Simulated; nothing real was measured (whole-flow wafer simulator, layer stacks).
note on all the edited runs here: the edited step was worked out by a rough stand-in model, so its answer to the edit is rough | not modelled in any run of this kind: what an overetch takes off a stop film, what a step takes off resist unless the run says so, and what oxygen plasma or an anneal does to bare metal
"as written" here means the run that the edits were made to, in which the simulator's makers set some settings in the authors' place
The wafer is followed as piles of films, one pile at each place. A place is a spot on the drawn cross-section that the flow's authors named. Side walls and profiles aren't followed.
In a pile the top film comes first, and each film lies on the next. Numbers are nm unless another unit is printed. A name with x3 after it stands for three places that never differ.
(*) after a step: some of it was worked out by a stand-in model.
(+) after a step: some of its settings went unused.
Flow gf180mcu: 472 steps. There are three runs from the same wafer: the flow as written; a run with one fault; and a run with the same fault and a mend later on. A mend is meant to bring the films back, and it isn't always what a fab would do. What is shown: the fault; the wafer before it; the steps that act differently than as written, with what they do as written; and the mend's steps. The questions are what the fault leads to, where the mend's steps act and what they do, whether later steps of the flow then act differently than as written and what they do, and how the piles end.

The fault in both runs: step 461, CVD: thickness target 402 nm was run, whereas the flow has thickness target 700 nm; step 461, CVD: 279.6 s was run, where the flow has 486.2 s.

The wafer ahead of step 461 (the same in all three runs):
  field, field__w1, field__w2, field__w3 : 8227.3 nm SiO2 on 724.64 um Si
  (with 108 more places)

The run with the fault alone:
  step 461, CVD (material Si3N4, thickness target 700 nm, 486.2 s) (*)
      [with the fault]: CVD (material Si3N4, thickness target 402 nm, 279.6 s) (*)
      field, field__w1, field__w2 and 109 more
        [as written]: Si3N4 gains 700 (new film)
        [with the fault]: Si3N4 gains 402.6 (new film)
  Steps further on in the flow that do not act as written (not shown: 4 more steps that differ only slightly, by at most 2% or 0.5 nm, whichever is larger):
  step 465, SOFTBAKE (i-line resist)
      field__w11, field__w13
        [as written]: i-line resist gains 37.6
        [with the fault]: i-line resist gains 36.1
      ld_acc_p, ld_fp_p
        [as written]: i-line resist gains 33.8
        [with the fault]: i-line resist gains 32.2
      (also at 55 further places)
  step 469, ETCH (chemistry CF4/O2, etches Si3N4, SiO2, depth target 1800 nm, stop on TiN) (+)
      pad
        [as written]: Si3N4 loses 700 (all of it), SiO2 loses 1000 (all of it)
        [with the fault]: Si3N4 loses 402.6 (all of it), SiO2 loses 1000 (all of it)
  The piles end different from the flow's at field, field__w1, field__w2 and 108 more by more than 2% or 0.5 nm, whichever is larger.
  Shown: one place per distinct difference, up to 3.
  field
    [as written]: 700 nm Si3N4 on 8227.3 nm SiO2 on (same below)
    [with the fault]: 402.6 nm Si3N4 on 8227.3 nm SiO2 on (same below)
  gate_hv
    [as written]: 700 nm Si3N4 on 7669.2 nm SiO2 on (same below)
    [with the fault]: 402.6 nm Si3N4 on 7669.2 nm SiO2 on (same below)
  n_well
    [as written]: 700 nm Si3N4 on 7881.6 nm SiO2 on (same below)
    [with the fault]: 402.6 nm Si3N4 on 7881.6 nm SiO2 on (same below)

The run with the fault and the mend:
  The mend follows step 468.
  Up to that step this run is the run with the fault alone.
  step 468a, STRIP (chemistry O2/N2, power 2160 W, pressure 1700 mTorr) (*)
      iso_ptap_pw, iso_ntap_nw, iso_nw_fld and 33 more
        i-line resist loses 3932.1 (all of it)
      p_well, sti, spacer, sd_n, mim_1p0, dice_street
        i-line resist loses 3938.1 (all of it)
      field__w2, field__w3, field__w6
        i-line resist loses 3984.4 (all of it)
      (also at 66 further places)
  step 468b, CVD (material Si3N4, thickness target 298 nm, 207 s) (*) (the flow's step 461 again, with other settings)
      field, field__w1, field__w2 and 109 more
        Si3N4 gains 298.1
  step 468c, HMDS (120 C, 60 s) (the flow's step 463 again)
      alters no film at any place that is followed
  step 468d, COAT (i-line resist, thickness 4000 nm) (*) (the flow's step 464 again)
      iso_ptap_pw, iso_ntap_nw, iso_nw_fld and 33 more
        i-line resist gains 4000 (new film)
      field__w9, field__w13, sd_p_hv, gate_p_hv, nplus_u, npoly_u
        i-line resist gains 4017 (new film)
      p_well, sti, spacer, sd_n, mim_1p0, dice_street
        i-line resist gains 4006.3 (new film)
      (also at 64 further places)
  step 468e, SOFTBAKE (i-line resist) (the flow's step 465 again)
      ld_acc_p, ld_fp_p, ld_drift_p
        i-line resist gains 33.8
      field__w2, field_sub__w4
        i-line resist gains 33.4
      field__w11, field__w13
        i-line resist gains 37.6
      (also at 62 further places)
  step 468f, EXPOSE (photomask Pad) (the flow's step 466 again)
      alters no film at any place that is followed
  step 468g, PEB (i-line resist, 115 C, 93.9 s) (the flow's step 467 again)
      iso_ptap_pw, iso_ntap_nw, iso_nw_fld and 33 more
        i-line resist loses 67.9
      field, field__w2, field__w3 and 25 more
        i-line resist loses 68.8
      field_sub, field_sub__w1, field_sub__w2 and 23 more
        i-line resist loses 68.7
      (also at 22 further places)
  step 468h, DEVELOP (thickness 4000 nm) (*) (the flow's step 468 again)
      field__w5, field__w7, field__w13 and 13 more
        i-line resist loses 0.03
      pad
        i-line resist loses 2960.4 (all of it)
  None of the later steps of the flow differs from how it acts as written, at any place that is followed, by more than 2% or 0.5 nm, whichever is larger.
  The piles end only slightly different from the flow's at the places that both follow, by no more than 2% or 0.5 nm, whichever is larger.
